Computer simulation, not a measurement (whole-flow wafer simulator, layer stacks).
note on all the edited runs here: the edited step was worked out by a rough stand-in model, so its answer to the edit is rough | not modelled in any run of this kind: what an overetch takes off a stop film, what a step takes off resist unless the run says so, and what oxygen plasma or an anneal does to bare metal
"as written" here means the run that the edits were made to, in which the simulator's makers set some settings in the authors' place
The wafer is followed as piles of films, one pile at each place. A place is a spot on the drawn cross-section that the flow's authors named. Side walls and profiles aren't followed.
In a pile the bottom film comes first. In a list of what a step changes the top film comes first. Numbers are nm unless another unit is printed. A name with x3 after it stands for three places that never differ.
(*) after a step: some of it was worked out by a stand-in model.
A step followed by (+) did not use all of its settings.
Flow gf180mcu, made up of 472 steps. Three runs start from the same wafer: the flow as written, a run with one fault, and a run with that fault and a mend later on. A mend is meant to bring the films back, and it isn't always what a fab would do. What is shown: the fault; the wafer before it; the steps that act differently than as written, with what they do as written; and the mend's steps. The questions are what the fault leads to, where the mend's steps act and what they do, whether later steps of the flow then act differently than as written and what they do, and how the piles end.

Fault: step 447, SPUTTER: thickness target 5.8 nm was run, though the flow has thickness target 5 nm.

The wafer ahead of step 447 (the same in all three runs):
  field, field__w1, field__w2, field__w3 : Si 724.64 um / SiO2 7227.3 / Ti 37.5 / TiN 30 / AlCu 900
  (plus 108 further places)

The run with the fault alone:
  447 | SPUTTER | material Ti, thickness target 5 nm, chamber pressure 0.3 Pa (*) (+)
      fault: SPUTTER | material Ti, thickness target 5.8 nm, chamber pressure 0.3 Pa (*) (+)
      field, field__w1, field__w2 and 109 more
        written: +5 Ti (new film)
        fault: +5.8 Ti (new film)
  Steps further on in the flow that do not act as written (5 other steps are not shown; they differ only slightly, by no more than 2% or 0.5 nm, whichever is larger):
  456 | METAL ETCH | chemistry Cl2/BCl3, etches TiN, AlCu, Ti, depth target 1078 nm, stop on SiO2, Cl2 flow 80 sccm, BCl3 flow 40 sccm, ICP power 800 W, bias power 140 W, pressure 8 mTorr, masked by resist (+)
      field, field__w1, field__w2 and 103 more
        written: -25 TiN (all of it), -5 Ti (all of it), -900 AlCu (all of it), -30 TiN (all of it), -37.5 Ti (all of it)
        fault: -25 TiN (all of it), -5.8 Ti (all of it), -900 AlCu (all of it), -30 TiN (all of it), -37.5 Ti (all of it)
  The piles end different from the flow's at field__w8, contact, m1, m1__w1, pad, m1_nw by more than 2% or 0.5 nm, whichever is larger.
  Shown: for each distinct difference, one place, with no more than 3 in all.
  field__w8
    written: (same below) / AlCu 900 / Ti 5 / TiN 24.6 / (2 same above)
    fault: (same below) / AlCu 900 / Ti 5.8 / TiN 24.6 / (2 same above)
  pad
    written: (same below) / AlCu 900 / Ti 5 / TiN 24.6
    fault: (same below) / AlCu 900 / Ti 5.8 / TiN 24.6

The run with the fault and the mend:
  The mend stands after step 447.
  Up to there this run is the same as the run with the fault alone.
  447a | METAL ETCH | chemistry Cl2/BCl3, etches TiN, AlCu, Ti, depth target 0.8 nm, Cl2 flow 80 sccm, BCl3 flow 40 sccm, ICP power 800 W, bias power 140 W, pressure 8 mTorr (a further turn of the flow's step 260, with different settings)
      field, field__w1, field__w2 and 109 more
        -0.8 Ti
  Every later step of the flow that is run acts as written at every place that is followed.
  By the end, the piles equal the flow's at every place that both follow.
